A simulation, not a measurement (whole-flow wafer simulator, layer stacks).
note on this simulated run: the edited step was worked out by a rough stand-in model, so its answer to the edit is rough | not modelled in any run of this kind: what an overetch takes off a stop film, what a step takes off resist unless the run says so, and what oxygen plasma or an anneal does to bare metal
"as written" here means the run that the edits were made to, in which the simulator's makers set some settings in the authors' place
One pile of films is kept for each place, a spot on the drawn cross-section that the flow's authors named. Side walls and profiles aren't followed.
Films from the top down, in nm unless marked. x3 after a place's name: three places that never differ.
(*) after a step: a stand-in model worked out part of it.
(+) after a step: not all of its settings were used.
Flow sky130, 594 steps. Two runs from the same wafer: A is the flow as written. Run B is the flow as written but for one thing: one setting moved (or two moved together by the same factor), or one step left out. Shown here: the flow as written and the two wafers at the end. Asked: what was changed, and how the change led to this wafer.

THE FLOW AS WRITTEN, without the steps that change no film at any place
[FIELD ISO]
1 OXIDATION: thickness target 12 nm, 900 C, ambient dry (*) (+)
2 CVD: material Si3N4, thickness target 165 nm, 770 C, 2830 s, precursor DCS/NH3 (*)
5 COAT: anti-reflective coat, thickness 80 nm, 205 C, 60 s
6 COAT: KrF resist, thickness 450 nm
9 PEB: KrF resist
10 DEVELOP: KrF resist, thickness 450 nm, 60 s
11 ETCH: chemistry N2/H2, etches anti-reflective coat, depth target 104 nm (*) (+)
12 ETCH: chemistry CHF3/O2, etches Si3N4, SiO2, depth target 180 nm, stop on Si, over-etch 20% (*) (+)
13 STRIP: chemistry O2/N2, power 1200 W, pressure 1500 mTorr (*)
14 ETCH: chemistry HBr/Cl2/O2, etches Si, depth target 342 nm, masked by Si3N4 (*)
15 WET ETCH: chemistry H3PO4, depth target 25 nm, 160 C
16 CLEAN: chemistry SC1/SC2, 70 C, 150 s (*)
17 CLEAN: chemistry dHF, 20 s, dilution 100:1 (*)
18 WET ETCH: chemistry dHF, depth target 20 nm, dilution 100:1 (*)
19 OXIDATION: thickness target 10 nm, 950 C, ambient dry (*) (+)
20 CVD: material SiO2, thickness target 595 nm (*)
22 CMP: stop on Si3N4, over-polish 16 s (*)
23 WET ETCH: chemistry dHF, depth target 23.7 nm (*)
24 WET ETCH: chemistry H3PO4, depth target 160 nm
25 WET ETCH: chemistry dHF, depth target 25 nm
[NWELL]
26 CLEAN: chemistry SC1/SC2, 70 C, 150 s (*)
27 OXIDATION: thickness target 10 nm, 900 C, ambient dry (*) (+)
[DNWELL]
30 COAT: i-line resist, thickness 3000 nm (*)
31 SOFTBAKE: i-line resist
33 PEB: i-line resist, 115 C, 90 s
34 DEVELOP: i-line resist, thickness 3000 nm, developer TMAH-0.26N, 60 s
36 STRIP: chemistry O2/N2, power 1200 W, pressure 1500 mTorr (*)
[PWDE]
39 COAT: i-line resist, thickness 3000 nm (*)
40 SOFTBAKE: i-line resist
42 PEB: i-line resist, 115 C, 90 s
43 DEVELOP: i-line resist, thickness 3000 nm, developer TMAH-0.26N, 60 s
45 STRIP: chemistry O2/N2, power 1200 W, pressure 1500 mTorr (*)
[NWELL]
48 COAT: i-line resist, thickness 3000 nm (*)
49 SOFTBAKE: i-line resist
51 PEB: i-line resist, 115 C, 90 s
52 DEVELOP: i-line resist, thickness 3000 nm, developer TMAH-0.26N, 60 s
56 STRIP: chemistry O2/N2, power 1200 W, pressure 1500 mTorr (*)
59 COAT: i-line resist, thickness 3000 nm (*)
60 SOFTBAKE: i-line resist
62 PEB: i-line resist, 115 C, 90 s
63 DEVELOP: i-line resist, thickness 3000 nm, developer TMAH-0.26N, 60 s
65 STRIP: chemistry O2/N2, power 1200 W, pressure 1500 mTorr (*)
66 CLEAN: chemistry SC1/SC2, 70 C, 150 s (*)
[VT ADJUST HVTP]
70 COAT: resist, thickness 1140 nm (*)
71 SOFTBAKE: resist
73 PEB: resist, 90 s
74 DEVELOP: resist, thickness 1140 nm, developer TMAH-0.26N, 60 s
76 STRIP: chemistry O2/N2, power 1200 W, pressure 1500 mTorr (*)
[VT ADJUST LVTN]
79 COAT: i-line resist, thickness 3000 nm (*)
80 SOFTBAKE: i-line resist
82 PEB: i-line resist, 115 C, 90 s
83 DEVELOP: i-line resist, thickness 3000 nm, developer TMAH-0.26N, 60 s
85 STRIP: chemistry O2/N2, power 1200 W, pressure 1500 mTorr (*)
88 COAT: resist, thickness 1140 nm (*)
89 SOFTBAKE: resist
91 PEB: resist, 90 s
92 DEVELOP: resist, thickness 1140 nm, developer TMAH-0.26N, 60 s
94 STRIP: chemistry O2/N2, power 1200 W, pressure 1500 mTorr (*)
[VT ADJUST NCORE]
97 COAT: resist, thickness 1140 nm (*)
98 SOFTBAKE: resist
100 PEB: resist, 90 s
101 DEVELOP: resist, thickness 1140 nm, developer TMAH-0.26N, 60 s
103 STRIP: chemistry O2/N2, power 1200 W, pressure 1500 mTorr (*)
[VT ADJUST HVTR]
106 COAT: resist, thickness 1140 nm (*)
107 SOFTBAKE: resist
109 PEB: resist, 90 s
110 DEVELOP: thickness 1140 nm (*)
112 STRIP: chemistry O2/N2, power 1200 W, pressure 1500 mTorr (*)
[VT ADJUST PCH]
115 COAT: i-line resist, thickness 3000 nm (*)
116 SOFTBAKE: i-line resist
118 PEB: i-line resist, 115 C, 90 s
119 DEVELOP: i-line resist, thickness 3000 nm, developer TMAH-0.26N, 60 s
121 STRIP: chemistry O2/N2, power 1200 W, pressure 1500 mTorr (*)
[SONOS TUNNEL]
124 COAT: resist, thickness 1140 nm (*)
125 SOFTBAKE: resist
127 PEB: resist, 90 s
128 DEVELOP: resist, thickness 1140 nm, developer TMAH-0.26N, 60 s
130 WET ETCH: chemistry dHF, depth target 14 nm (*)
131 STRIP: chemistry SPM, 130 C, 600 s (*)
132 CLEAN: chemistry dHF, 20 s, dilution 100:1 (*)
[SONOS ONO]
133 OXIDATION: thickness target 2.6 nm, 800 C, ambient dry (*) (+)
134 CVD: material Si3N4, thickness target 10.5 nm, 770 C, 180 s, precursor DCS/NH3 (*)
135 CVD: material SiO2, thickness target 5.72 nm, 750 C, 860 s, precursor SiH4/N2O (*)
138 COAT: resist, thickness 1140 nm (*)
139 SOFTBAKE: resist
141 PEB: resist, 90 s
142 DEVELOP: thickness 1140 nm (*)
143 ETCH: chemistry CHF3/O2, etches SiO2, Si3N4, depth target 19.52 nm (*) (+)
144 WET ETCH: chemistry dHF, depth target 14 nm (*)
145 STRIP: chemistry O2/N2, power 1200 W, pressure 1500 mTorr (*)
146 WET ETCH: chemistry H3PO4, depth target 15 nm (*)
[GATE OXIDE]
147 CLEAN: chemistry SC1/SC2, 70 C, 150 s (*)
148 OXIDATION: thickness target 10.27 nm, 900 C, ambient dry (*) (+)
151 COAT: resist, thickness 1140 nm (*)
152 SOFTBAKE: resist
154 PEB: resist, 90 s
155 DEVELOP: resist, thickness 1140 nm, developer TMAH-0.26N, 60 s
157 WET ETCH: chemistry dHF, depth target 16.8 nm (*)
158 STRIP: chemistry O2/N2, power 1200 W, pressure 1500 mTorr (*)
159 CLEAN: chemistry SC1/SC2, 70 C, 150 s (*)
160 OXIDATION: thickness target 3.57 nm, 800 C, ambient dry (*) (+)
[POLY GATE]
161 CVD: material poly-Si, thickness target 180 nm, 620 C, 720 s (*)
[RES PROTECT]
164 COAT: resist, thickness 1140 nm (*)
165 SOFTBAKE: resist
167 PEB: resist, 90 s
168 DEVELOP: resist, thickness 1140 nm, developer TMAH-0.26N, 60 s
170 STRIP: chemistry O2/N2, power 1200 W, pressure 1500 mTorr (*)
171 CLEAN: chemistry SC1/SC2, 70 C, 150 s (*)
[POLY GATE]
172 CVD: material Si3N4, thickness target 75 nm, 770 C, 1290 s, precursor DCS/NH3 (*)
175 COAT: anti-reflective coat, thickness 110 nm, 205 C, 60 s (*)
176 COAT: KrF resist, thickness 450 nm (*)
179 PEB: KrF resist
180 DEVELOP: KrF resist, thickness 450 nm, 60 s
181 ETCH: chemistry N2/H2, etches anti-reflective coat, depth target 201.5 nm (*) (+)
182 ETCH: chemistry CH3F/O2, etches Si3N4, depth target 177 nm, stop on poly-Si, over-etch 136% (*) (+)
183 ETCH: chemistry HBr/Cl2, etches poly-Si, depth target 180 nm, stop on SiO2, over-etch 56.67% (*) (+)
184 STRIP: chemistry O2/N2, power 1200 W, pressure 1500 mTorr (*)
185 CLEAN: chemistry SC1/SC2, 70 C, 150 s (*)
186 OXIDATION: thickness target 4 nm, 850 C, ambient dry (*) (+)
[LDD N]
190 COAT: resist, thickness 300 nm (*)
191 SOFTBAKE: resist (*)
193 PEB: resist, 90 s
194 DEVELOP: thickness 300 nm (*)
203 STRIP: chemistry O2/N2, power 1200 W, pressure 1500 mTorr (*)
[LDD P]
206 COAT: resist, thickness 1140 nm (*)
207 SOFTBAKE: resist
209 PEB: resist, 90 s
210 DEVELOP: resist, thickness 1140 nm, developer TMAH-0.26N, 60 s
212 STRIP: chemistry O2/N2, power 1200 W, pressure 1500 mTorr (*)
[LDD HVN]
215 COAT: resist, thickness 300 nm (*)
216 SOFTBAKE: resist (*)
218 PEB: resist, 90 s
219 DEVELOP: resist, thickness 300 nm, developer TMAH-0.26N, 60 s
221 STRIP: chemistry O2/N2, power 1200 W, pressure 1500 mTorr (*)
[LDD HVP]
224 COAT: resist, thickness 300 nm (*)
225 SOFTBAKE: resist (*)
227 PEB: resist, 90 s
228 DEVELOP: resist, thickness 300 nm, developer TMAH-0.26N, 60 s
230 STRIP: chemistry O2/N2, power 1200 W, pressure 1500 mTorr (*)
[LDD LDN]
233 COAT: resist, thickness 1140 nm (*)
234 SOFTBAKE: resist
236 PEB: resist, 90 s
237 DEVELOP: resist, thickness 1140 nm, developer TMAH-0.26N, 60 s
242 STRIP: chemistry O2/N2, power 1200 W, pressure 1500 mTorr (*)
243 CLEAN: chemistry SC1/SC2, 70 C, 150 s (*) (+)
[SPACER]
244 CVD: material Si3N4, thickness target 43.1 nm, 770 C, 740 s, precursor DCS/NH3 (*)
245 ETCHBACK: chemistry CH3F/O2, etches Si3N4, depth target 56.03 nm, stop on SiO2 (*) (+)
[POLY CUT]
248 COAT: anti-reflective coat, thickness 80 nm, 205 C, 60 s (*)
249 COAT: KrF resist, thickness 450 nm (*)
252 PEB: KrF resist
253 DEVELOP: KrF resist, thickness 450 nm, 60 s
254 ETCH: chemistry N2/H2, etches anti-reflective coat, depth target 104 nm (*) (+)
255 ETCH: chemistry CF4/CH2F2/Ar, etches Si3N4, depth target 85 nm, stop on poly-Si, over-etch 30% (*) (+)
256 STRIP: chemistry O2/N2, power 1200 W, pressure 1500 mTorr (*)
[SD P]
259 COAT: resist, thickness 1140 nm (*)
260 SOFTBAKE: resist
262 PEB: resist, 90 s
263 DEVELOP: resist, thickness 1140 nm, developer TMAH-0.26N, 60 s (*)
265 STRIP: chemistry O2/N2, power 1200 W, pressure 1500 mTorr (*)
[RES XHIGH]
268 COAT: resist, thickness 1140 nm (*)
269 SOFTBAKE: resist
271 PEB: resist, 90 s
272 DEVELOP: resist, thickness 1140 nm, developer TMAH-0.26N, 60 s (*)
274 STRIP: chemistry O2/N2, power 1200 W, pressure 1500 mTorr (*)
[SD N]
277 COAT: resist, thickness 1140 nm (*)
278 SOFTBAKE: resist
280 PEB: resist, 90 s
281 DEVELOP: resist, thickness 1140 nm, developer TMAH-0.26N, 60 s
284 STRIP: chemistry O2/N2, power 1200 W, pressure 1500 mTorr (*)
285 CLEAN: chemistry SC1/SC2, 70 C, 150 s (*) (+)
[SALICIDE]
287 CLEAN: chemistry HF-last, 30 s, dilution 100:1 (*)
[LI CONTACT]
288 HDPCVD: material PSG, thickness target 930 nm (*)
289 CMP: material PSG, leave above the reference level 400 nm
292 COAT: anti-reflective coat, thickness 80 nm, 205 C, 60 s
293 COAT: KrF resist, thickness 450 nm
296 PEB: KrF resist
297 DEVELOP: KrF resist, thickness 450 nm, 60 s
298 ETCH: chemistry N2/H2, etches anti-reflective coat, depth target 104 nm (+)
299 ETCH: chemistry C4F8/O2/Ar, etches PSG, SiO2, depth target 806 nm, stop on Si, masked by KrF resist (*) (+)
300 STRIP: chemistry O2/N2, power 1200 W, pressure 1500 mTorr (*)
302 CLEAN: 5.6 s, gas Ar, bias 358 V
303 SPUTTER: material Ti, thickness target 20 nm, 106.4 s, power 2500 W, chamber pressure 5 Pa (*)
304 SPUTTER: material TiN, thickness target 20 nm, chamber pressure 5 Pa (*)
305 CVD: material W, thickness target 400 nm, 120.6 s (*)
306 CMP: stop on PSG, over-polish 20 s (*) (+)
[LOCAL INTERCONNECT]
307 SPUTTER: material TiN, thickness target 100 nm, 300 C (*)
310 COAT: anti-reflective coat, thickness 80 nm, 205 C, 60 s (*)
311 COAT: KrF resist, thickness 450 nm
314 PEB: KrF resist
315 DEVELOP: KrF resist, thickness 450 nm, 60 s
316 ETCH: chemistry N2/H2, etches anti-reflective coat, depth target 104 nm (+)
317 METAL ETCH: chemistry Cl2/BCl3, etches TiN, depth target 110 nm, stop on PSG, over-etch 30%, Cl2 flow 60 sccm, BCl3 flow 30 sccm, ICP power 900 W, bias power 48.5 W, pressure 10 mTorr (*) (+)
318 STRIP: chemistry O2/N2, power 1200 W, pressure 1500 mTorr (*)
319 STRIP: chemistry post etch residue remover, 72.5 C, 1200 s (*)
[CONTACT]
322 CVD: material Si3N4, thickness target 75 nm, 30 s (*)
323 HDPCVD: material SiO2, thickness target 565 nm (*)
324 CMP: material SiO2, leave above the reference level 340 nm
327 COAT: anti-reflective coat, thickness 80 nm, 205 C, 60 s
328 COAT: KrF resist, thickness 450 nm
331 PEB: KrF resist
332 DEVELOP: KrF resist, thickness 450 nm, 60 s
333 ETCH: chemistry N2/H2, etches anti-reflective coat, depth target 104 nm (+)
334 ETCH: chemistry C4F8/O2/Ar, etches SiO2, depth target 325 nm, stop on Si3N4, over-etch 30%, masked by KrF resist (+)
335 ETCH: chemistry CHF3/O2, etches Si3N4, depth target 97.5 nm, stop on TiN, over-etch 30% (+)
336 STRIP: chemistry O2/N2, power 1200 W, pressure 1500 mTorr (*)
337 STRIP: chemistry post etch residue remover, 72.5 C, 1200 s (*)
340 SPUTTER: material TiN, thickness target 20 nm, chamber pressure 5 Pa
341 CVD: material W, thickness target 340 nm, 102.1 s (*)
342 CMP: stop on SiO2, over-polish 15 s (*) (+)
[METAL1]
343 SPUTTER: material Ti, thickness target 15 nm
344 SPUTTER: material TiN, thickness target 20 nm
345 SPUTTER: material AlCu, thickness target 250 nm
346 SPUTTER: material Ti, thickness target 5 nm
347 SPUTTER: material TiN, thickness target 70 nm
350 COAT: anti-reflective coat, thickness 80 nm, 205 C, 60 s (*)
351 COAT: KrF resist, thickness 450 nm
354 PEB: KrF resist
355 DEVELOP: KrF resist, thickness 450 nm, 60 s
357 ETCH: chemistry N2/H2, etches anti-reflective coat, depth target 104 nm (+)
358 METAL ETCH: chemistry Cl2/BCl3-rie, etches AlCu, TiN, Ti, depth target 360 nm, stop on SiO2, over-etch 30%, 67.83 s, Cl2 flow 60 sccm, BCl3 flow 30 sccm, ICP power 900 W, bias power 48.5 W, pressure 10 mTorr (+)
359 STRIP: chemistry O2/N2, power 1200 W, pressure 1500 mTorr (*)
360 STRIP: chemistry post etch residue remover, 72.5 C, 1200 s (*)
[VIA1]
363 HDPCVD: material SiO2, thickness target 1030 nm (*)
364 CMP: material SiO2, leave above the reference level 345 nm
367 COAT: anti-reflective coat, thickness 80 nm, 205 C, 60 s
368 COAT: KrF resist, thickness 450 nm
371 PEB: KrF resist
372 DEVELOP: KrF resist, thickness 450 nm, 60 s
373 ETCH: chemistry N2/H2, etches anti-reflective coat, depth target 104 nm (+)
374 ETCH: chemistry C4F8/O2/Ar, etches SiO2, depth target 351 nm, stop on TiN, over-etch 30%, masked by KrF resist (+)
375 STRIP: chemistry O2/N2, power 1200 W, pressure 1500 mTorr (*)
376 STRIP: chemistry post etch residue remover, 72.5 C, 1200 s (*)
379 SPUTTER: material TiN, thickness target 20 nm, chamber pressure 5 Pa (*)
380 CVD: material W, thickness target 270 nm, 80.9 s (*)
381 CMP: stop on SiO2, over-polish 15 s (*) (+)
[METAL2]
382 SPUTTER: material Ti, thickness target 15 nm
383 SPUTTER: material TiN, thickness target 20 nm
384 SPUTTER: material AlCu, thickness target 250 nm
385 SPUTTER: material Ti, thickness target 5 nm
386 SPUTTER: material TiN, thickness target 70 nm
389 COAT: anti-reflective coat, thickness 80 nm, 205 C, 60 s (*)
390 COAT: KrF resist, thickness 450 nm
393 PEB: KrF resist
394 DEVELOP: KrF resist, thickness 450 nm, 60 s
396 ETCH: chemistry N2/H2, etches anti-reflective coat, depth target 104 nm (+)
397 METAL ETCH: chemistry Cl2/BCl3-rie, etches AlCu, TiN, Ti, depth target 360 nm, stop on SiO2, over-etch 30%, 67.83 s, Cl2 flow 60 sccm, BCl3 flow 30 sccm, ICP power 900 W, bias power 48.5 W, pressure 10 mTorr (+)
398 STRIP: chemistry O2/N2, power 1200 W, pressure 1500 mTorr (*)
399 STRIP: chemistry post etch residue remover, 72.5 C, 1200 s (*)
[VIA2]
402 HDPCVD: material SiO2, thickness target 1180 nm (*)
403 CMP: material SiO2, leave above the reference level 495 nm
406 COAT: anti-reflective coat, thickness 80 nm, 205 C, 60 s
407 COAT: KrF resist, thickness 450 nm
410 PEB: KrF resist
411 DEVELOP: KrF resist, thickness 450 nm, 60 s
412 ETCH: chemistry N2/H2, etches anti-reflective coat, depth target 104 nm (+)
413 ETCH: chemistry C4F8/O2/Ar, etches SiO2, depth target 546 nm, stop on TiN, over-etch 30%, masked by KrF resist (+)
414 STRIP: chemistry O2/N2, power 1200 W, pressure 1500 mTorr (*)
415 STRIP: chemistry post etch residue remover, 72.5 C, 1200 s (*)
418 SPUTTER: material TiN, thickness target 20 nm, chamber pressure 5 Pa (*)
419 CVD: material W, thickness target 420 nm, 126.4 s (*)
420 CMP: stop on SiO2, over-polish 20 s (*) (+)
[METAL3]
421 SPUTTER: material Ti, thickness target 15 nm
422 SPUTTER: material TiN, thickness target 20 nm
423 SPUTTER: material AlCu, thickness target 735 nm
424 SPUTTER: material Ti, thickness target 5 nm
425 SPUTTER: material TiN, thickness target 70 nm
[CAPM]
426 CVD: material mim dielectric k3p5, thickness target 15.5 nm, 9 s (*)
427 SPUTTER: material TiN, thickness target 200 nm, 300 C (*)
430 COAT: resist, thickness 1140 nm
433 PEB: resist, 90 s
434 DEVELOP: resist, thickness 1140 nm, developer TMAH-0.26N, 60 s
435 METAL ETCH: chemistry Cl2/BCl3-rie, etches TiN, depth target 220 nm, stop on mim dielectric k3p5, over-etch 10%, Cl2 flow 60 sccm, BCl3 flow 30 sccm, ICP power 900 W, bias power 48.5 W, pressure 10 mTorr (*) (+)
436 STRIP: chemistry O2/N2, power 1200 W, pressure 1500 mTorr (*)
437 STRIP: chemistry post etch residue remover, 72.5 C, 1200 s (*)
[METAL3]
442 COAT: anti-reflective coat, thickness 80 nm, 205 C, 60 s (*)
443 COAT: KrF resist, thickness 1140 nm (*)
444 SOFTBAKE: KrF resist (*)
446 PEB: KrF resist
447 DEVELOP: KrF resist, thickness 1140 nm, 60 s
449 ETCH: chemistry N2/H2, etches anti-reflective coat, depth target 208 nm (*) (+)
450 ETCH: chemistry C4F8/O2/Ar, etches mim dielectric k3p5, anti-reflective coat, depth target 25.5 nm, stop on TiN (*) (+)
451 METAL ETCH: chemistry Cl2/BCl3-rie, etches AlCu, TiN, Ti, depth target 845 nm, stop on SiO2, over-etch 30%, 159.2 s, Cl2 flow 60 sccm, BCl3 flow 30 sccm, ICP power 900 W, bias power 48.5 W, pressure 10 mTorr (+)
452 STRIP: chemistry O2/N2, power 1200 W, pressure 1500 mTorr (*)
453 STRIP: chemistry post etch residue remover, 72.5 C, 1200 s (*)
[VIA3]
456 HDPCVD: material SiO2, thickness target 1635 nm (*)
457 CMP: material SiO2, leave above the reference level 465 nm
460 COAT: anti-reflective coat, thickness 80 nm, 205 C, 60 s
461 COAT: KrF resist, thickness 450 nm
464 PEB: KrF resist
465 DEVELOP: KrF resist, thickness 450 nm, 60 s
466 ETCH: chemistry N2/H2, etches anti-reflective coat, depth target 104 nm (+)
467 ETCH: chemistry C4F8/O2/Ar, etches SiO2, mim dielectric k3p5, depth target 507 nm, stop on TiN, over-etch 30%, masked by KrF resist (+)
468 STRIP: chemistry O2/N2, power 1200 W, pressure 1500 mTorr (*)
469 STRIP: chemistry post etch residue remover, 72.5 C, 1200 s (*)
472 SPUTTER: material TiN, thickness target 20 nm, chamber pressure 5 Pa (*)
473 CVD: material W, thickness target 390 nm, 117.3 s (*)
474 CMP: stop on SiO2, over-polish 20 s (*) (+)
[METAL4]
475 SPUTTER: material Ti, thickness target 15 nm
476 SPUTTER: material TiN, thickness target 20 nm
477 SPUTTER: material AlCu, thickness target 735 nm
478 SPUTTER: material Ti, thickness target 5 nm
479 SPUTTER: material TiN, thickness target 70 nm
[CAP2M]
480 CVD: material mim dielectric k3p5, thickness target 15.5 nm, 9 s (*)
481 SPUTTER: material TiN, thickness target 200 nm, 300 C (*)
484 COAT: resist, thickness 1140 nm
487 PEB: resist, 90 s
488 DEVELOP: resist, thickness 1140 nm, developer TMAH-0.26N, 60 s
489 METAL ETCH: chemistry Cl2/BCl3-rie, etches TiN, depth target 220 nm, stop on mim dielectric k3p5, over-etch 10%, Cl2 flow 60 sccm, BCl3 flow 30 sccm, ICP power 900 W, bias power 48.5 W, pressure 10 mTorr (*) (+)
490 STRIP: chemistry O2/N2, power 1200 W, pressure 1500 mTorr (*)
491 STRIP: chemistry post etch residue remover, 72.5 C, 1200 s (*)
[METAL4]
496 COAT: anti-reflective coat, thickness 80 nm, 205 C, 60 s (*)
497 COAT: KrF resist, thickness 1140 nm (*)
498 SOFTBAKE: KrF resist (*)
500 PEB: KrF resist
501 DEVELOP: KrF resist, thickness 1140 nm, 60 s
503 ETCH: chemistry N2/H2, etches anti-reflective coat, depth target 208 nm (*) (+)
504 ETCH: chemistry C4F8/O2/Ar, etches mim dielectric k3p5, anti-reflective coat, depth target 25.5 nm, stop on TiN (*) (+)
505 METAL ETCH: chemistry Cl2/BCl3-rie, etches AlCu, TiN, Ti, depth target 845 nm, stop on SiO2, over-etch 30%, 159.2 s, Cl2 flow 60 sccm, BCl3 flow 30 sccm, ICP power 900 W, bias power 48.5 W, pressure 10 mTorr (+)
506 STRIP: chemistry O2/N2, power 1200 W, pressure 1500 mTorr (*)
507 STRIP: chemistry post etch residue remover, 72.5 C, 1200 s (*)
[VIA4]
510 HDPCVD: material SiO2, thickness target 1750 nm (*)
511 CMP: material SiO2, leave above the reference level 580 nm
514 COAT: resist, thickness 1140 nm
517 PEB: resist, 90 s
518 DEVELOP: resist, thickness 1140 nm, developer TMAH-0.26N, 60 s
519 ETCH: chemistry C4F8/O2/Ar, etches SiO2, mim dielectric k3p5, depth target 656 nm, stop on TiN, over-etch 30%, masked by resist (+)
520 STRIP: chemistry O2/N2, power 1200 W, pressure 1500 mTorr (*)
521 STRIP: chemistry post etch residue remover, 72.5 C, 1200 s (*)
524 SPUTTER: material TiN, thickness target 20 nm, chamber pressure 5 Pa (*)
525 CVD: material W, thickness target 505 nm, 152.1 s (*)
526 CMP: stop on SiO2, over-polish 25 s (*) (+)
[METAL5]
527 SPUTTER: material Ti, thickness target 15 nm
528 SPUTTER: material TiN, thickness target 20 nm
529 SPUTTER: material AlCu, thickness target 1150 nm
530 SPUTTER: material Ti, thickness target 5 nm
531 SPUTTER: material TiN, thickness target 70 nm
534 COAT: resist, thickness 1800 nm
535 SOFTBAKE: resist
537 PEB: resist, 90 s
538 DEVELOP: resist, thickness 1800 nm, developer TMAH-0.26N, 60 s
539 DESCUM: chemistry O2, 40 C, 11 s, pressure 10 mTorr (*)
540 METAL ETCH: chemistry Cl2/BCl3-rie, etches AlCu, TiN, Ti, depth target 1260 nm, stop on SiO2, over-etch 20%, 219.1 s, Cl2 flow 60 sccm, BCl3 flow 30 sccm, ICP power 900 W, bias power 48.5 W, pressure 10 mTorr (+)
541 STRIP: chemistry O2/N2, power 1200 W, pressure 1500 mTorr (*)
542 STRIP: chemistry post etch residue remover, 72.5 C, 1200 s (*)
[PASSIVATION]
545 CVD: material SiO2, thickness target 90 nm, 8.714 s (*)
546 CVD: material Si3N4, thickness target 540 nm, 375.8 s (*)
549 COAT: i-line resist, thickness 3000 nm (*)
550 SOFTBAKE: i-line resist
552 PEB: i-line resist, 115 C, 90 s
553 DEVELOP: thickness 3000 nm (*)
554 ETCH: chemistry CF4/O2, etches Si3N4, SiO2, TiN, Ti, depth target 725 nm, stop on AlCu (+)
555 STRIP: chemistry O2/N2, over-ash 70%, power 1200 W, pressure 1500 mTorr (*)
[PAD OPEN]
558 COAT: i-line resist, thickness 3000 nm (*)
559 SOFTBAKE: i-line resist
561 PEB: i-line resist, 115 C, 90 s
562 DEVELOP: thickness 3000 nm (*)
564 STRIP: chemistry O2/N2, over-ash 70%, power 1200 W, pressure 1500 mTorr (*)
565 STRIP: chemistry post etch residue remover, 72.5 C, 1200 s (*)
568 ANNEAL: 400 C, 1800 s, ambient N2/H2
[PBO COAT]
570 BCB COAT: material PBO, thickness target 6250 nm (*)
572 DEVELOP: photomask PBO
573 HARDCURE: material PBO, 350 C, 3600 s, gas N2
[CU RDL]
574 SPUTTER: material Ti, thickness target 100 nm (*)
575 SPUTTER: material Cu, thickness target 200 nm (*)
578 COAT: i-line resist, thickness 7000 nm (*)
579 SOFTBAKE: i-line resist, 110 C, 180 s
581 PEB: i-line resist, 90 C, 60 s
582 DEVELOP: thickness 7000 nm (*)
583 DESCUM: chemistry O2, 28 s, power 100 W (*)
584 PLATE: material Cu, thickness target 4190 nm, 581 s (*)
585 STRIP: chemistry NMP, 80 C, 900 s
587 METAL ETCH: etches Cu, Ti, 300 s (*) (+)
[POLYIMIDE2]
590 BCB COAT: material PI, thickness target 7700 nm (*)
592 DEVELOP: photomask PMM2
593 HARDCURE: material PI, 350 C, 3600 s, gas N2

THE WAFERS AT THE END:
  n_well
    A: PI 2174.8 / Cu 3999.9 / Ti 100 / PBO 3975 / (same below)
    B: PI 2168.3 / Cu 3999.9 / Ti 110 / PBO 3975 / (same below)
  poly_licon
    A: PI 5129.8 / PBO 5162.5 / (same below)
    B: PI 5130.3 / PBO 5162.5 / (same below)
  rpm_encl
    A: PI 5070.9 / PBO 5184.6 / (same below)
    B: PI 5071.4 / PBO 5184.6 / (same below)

The cause: step 574, SPUTTER: thickness target 110 nm was run, where the flow has thickness target 100 nm.
It can be read off the wafer: n_well has Ti 110, and step 574 as written asks for 100 nm.

How the change led to this, step by step:
  574 SPUTTER: material Ti, thickness target 100 nm (*)
      field, active, n_well and 190 more: A Ti +100 (new film) | B Ti +110 (new film)
  587 METAL ETCH: etches Cu, Ti, 300 s (*) (+)
      field, active, gate and 167 more: A Cu -200 (all of it), Ti -100 (all of it) | B Cu -200 (all of it), Ti -110 (all of it)
  590 BCB COAT: material PI, thickness target 7700 nm (*)
      de16_gate_nw: A PI +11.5 um (new film) | B PI +11.51 um (new film)
